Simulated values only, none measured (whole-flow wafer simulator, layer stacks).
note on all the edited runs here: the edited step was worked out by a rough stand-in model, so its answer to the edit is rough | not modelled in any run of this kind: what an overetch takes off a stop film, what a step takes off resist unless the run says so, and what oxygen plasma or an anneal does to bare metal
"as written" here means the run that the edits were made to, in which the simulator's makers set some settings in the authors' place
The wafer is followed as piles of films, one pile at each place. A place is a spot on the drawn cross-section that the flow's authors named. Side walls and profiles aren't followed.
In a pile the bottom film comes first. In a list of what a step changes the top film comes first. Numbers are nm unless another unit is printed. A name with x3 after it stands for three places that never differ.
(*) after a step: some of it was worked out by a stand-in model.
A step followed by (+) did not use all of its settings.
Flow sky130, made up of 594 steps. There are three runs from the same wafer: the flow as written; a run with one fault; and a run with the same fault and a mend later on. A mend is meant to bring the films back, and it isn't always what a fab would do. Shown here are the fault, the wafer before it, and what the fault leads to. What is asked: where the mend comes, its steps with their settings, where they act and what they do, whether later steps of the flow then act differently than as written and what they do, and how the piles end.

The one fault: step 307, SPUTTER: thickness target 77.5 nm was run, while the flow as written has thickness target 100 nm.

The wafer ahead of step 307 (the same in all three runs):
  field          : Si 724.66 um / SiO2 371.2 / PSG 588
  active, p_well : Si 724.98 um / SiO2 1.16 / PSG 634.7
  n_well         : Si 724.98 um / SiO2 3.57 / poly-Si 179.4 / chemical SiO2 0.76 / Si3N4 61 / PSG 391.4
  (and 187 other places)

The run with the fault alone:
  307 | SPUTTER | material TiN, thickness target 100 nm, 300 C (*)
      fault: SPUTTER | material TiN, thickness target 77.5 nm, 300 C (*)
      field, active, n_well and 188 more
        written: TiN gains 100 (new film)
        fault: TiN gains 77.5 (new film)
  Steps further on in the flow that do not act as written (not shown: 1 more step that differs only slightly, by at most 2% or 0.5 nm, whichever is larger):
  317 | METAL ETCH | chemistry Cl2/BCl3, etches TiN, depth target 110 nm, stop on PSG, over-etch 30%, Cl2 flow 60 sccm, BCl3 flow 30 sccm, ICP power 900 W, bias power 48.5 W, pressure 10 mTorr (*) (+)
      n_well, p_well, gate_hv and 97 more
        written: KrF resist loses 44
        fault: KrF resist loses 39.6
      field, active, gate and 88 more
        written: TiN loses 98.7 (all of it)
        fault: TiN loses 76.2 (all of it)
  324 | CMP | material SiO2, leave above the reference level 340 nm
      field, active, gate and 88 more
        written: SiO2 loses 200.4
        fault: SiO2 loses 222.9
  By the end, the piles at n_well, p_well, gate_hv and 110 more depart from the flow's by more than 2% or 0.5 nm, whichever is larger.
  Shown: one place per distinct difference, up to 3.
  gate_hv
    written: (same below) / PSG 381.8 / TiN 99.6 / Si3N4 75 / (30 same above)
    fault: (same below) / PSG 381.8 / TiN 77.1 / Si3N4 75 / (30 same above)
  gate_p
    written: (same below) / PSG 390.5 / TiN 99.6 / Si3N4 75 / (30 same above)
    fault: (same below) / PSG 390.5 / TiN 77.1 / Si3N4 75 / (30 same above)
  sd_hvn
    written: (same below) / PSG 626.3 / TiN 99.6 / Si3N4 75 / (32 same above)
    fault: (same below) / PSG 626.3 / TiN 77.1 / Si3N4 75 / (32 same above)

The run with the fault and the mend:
  The mend follows step 307.
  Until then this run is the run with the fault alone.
  307a | SPUTTER | material TiN, thickness target 22.5 nm, 300 C (*) (the flow's step 307, run once more with other settings)
      field, active, n_well and 188 more
        TiN gains 22.5
  None of the later steps of the flow differs from how it acts as written, at any place that is followed, by more than 2% or 0.5 nm, whichever is larger.
  The piles end the same as the flow's at every place that both follow.
